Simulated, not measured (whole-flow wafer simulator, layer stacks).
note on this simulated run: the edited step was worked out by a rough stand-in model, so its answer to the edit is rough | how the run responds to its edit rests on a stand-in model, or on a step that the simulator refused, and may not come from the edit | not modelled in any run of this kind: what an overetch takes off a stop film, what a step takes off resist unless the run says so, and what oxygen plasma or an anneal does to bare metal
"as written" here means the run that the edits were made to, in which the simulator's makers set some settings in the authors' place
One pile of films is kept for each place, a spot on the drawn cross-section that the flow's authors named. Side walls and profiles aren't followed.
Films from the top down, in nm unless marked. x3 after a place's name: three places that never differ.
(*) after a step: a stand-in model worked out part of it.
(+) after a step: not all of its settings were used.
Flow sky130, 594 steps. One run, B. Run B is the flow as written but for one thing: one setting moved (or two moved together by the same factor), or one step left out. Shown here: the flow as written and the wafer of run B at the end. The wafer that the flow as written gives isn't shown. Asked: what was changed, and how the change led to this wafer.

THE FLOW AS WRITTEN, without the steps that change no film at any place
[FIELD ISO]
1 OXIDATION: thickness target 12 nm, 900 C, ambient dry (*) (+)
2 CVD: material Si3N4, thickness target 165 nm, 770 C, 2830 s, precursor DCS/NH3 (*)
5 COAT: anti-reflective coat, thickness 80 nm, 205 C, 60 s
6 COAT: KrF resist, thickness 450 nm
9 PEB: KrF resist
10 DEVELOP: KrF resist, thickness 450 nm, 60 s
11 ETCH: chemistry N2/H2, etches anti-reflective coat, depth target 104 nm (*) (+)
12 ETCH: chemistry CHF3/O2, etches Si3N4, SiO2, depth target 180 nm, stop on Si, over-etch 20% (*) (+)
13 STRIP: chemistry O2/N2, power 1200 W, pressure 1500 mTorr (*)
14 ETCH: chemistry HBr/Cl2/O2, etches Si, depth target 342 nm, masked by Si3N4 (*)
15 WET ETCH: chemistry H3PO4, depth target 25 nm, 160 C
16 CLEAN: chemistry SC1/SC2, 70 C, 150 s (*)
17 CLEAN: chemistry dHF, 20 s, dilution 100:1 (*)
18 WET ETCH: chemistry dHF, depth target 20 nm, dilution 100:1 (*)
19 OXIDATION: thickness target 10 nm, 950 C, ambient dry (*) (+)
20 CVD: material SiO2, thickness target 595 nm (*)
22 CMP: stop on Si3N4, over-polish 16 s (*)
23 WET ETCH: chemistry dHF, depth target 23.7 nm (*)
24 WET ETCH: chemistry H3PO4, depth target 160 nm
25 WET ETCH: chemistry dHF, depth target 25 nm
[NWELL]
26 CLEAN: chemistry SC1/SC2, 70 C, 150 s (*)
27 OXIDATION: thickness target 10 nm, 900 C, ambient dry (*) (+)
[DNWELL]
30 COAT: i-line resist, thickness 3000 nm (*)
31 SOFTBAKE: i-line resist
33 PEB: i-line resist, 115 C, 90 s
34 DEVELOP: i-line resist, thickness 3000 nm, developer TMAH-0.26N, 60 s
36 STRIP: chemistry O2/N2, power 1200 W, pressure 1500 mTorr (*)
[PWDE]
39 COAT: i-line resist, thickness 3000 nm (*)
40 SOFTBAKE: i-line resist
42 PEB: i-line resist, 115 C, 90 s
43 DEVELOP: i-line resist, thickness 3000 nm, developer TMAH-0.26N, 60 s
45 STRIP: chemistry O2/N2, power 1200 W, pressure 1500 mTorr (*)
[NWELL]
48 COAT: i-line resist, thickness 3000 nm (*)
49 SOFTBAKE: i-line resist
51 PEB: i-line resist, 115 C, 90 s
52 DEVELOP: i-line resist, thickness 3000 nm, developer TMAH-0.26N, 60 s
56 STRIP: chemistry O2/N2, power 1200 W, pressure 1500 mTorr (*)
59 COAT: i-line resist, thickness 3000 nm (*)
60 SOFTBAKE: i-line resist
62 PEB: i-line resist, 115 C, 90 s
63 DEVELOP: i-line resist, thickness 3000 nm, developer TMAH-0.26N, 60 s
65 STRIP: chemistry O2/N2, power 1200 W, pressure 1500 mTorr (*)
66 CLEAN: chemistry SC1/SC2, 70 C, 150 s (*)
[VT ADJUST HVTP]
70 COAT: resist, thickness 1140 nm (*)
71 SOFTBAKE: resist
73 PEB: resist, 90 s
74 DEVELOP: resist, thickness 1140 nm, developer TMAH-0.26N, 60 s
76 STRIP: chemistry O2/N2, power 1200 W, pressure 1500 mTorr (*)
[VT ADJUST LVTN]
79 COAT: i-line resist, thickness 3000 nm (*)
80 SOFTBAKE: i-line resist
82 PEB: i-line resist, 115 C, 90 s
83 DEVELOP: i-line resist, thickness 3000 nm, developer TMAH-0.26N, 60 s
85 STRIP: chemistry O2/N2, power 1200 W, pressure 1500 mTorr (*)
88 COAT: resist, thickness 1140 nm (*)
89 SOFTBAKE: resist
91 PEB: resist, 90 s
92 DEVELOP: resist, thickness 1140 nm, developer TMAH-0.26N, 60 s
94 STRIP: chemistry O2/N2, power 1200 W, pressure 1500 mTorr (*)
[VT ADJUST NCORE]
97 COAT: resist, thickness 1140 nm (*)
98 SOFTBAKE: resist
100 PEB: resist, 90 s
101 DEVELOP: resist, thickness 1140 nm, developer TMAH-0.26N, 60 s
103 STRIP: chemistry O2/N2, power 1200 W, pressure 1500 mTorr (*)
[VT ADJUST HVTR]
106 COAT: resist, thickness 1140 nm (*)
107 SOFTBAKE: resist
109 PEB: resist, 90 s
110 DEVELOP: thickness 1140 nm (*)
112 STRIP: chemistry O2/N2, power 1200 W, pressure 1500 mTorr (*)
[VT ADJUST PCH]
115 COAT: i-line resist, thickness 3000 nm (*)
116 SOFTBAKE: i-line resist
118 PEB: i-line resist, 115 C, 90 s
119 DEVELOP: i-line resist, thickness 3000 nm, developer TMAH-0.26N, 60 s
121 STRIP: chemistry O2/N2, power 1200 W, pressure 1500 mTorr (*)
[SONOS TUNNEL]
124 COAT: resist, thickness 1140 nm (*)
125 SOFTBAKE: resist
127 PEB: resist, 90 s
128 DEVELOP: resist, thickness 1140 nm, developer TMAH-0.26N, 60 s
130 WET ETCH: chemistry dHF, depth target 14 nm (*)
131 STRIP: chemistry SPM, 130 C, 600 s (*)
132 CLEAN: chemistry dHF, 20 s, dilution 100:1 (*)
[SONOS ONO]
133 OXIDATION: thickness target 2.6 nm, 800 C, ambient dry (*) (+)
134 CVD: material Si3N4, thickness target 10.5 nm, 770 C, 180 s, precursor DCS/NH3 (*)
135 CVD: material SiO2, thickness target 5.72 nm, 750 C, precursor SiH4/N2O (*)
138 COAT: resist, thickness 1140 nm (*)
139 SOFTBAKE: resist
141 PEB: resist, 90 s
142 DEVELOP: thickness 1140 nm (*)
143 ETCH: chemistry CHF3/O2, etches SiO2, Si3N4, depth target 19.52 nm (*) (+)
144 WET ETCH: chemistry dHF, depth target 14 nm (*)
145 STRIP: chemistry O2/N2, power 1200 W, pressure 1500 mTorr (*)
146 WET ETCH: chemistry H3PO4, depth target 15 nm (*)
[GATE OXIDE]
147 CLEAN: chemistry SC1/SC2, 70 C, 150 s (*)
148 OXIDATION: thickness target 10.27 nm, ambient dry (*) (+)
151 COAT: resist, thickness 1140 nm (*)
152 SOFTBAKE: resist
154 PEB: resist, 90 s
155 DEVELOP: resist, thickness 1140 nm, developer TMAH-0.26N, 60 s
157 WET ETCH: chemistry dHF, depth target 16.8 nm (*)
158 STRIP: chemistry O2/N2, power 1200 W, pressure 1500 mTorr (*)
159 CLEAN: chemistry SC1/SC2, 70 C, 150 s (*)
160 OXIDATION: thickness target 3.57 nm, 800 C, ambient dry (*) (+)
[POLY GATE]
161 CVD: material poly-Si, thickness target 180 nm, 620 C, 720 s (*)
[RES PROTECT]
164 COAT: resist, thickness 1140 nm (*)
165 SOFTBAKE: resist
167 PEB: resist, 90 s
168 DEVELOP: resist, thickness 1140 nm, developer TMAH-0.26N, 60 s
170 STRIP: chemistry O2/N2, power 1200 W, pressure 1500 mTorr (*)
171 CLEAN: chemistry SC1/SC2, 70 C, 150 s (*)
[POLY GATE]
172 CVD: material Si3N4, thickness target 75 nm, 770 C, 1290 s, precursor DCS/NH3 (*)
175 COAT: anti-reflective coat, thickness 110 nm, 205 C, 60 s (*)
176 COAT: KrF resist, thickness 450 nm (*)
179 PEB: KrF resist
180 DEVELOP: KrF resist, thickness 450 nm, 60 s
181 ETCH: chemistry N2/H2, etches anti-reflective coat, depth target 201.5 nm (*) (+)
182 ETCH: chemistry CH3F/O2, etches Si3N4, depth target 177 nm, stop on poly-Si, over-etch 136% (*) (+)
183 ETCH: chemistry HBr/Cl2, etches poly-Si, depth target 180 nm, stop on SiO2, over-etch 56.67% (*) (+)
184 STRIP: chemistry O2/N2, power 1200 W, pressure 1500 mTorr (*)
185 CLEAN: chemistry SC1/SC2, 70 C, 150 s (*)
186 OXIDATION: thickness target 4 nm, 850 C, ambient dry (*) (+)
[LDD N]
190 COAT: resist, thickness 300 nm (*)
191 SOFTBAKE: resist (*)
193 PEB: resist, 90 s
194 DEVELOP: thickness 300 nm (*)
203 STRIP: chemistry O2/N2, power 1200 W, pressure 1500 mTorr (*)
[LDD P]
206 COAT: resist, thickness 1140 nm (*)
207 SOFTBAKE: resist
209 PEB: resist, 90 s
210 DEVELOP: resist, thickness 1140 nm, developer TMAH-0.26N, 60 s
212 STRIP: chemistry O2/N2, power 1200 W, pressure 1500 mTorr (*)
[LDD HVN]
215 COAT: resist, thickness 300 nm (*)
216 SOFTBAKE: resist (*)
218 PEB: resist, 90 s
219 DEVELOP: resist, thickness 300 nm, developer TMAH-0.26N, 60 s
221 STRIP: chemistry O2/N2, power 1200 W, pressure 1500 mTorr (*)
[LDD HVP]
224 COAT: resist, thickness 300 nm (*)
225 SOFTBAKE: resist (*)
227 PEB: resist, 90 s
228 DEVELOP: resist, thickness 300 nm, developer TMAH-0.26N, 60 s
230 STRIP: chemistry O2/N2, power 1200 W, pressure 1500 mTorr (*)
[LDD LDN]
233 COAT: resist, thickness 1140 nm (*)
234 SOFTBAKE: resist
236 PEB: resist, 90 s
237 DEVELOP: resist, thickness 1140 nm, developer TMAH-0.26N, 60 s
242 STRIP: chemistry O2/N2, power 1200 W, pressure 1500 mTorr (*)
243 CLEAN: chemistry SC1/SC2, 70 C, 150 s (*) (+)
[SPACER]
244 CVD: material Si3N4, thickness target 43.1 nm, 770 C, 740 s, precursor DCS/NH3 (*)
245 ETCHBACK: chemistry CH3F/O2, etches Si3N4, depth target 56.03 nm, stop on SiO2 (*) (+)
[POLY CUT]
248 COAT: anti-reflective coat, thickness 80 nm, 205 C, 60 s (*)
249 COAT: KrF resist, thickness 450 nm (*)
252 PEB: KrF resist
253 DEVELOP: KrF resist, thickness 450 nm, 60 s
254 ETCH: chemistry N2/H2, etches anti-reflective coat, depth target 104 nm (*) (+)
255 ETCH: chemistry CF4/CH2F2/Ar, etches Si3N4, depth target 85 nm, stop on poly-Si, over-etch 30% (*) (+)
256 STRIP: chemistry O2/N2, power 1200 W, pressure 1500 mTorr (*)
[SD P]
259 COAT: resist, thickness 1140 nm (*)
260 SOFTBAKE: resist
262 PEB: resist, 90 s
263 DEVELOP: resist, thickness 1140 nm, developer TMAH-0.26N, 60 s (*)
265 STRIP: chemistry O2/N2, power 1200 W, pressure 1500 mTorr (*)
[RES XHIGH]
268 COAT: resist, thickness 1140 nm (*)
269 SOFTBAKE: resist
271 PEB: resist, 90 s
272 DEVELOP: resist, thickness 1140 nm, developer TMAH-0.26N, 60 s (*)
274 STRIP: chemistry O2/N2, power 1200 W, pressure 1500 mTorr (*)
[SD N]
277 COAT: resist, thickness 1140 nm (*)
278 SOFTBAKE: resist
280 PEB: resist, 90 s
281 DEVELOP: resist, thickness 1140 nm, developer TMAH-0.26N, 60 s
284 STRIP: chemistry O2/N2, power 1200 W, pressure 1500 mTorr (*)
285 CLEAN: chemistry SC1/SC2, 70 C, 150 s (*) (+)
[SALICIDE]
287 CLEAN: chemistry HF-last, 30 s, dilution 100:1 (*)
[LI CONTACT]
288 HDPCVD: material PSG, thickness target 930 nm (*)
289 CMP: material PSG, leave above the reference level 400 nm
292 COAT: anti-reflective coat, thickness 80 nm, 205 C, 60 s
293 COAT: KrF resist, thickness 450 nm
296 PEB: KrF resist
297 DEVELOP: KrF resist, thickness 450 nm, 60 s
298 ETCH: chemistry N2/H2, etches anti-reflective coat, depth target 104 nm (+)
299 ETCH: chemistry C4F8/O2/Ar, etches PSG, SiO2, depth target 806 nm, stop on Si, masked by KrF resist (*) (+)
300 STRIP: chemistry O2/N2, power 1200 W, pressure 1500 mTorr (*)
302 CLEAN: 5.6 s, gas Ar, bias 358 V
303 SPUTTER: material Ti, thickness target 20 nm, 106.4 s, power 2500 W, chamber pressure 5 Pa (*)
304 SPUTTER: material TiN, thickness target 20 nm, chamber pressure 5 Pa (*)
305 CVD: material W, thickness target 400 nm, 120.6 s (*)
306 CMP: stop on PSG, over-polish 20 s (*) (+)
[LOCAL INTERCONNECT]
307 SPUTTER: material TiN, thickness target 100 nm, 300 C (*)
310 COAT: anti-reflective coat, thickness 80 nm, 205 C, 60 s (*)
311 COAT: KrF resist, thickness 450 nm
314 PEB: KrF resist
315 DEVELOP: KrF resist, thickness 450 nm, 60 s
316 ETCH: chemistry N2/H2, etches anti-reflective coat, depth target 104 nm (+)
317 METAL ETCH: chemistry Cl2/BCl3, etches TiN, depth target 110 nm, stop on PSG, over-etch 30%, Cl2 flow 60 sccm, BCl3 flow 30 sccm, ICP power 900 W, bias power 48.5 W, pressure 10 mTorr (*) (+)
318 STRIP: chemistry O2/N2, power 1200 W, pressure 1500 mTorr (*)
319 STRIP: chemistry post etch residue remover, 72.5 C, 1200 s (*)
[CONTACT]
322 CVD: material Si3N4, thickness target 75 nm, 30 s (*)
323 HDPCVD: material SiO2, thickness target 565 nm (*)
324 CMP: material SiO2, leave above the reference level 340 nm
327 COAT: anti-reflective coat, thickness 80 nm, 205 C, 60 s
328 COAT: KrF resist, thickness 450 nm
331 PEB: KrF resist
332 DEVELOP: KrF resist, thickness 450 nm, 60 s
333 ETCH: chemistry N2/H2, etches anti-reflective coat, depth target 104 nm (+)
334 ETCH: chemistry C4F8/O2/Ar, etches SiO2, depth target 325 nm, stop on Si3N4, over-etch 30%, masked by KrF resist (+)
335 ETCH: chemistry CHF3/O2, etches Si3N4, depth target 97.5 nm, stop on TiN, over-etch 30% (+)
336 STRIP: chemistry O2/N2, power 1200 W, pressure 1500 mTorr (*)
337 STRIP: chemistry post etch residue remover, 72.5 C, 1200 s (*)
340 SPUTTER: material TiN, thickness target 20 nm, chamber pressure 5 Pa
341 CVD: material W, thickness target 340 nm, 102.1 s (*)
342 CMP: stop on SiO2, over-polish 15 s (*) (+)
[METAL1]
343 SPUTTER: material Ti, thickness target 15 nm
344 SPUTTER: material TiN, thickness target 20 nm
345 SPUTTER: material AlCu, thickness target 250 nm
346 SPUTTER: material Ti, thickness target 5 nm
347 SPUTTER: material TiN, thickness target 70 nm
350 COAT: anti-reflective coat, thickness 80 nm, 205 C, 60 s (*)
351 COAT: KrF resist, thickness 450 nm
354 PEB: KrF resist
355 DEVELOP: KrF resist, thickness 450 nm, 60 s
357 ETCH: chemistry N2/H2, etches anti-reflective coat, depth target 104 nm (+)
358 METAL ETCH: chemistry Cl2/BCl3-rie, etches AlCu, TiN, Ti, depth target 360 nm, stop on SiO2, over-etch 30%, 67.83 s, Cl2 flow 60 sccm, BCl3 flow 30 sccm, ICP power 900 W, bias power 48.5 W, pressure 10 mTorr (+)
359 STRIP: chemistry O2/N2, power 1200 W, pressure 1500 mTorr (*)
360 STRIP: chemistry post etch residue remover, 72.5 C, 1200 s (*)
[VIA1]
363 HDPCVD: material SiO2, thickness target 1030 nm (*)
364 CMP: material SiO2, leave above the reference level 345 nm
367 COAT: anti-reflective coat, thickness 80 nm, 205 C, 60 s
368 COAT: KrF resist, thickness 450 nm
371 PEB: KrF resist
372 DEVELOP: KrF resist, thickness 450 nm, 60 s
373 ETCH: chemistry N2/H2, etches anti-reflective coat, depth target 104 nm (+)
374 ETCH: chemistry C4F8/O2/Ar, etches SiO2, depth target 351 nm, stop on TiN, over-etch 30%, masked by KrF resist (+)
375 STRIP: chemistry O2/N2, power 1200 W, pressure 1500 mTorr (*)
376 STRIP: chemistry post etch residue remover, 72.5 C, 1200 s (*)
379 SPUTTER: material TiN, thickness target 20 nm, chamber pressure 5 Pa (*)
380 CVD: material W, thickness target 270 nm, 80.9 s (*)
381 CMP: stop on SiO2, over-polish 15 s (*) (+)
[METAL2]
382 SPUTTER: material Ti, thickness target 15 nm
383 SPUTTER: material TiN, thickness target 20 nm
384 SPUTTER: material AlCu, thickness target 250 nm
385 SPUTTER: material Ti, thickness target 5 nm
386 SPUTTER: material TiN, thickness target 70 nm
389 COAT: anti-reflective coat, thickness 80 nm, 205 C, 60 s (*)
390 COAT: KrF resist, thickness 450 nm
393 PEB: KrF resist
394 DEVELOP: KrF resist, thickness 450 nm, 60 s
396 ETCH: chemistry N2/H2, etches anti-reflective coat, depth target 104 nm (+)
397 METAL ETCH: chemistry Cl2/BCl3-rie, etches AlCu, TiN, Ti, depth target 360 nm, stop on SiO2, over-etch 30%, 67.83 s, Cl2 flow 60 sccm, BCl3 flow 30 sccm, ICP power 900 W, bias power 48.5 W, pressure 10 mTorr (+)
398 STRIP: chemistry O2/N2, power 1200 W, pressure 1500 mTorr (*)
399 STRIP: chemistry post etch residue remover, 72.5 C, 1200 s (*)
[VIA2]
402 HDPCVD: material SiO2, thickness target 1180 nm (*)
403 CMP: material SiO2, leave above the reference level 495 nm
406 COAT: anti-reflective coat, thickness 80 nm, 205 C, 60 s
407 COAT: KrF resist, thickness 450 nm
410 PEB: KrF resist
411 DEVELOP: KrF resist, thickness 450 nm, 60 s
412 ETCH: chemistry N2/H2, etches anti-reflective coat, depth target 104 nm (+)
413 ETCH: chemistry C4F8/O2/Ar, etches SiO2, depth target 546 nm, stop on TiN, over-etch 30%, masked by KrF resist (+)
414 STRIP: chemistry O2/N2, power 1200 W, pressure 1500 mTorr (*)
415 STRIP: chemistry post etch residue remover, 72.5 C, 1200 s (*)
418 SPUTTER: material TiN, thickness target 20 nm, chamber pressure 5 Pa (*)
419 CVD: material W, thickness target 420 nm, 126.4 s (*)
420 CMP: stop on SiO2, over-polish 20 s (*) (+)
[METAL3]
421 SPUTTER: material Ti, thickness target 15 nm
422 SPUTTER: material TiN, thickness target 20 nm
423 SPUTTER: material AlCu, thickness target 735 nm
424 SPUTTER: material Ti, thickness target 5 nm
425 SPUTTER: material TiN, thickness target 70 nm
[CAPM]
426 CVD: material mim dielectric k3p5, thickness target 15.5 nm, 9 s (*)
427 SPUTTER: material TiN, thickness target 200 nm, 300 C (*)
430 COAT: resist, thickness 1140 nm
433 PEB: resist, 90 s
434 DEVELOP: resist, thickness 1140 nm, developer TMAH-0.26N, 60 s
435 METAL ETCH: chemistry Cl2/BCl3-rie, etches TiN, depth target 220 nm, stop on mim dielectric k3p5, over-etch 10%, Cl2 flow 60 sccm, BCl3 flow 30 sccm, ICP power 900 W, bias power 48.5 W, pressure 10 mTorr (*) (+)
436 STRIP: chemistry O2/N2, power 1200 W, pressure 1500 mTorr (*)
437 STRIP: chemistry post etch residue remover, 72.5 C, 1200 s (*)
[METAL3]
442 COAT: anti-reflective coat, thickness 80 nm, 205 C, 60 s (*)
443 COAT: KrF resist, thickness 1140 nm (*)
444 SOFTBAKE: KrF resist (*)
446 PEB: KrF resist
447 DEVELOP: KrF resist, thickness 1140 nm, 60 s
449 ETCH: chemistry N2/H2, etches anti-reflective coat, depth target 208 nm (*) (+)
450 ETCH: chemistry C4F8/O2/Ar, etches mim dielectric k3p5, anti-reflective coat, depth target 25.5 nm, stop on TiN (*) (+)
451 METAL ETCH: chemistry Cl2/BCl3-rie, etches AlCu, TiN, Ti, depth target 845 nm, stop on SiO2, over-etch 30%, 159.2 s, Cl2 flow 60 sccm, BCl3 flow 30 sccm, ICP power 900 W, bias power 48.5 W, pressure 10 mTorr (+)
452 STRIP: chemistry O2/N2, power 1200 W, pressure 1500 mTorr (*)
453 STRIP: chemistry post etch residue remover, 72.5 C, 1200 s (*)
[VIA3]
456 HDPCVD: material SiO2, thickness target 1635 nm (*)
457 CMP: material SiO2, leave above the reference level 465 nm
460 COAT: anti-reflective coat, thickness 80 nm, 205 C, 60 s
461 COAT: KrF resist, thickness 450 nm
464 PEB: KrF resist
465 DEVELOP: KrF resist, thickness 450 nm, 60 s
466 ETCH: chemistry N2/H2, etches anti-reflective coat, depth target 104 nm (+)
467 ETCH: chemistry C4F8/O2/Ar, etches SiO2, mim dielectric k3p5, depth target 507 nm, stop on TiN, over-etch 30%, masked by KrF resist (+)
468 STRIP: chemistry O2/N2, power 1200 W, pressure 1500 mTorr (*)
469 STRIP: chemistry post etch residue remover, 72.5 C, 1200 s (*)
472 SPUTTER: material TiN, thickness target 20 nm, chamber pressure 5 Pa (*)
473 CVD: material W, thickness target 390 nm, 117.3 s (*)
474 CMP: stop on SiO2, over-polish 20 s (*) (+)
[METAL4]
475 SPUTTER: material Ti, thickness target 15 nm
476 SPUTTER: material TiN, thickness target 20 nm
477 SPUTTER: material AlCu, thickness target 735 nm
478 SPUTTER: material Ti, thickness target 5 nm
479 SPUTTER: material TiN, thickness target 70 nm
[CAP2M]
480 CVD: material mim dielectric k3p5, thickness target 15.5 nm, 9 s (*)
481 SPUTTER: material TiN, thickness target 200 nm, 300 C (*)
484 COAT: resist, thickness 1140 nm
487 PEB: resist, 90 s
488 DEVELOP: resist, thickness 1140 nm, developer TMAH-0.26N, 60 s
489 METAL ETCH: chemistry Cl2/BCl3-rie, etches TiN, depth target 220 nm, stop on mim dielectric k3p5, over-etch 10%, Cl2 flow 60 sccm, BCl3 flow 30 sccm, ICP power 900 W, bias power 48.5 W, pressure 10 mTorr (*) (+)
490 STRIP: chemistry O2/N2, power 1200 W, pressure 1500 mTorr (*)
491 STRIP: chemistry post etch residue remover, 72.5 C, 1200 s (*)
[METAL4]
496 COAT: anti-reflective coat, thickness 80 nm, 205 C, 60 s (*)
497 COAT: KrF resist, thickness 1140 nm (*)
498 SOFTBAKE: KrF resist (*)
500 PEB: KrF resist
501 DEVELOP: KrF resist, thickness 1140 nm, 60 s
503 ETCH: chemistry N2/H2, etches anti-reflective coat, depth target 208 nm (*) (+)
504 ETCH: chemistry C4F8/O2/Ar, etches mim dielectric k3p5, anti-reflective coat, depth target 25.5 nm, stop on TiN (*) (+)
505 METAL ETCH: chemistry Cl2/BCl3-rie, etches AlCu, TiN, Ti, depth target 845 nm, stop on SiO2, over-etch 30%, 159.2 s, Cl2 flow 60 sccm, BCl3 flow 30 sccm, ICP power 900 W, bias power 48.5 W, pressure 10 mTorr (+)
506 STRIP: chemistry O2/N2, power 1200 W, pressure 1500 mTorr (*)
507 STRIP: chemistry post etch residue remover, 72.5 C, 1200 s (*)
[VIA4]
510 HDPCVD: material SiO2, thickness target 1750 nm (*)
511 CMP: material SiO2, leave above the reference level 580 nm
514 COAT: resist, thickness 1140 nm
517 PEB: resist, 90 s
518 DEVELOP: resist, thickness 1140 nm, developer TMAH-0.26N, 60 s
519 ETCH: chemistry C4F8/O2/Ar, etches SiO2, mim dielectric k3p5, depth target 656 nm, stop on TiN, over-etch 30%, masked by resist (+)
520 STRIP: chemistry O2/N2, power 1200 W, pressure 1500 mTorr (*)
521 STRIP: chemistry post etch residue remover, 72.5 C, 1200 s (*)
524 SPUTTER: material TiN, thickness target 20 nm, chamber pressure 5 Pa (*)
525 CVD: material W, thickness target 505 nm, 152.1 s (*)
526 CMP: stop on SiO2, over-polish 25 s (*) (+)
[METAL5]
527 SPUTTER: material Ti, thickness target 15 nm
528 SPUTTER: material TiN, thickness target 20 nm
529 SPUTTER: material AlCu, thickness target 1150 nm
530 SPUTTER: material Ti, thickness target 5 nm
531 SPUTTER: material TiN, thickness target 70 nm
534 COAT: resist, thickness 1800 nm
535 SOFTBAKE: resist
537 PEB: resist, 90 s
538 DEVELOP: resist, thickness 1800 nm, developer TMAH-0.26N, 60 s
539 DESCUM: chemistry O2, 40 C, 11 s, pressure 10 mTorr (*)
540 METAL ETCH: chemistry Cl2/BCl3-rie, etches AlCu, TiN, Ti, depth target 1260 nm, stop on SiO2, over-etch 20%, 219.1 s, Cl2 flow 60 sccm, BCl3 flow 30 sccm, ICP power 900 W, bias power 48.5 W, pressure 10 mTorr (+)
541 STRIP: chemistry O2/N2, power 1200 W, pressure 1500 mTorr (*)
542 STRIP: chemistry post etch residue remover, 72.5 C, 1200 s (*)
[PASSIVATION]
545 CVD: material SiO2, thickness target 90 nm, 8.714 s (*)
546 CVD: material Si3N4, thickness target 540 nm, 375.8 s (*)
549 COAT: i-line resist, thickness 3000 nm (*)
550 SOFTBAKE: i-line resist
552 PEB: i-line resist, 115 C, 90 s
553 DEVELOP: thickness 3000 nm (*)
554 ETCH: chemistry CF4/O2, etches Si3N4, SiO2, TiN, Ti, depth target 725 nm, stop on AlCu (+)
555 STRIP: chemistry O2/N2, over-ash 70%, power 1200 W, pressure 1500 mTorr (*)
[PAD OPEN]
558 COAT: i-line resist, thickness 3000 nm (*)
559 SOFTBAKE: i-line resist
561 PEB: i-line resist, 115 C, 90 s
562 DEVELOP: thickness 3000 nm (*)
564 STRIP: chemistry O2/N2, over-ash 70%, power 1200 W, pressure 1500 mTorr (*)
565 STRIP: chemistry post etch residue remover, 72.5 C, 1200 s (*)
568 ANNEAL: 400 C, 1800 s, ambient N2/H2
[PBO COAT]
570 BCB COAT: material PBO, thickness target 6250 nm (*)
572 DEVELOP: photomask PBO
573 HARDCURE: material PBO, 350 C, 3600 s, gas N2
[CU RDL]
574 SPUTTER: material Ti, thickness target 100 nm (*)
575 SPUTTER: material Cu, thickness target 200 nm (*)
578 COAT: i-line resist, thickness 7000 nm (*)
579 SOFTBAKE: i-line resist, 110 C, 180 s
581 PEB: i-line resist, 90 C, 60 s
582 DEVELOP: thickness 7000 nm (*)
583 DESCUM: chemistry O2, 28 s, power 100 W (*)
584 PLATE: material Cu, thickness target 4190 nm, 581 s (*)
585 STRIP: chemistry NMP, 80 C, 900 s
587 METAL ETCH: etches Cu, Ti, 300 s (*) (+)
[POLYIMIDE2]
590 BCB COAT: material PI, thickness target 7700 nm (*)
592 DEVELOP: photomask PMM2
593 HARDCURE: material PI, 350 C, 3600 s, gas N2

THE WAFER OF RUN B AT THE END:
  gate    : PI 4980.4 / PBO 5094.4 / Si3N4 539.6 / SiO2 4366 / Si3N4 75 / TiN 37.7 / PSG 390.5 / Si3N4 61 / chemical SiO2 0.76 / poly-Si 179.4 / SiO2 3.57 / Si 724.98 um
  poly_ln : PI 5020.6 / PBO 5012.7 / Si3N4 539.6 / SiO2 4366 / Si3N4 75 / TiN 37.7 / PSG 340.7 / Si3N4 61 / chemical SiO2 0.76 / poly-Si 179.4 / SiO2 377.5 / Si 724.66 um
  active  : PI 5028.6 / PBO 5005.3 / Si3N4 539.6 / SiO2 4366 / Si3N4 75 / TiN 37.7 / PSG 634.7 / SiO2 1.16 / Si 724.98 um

The cause: step 317, METAL ETCH: depth target 60.5 nm was run, where the flow has depth target 110 nm.

How the change led to this, step by step:
  317 METAL ETCH: chemistry Cl2/BCl3, etches TiN, depth target 110 nm, stop on PSG, over-etch 30%, Cl2 flow 60 sccm, BCl3 flow 30 sccm, ICP power 900 W, bias power 48.5 W, pressure 10 mTorr (*) (+)
      field, active, gate and 88 more: TiN -60.5 (as written it would be: TiN -98.7 (all of it))
      n_well, p_well, gate_hv and 97 more: KrF resist -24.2 (as written it would be: KrF resist -44)
  318 STRIP: chemistry O2/N2, power 1200 W, pressure 1500 mTorr (*)
      n_well, p_well, gate_hv and 93 more: KrF resist -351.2 (all of it), anti-reflective coat -80 (all of it) (as written it would be: KrF resist -331.4 (all of it), anti-reflective coat -80 (all of it))
      poly_licon, rpo_hd_licon: KrF resist -351.3 (all of it), anti-reflective coat -80.4 (all of it) (as written it would be: KrF resist -331.5 (all of it), anti-reflective coat -80.4 (all of it))
      (and at 2 more places)
  324 CMP: material SiO2, leave above the reference level 340 nm
      field, active, gate and 88 more: SiO2 -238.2 (as written it would be: SiO2 -200.4)
Counting metal films that touch as one body, gate has 1 body; the flow as written gives 0 bodies.
Counting metal films that touch as one body, poly_ln has 1 body; the flow as written gives 0 bodies.
Counting metal films that touch as one body, active has 1 body; the flow as written gives 0 bodies.
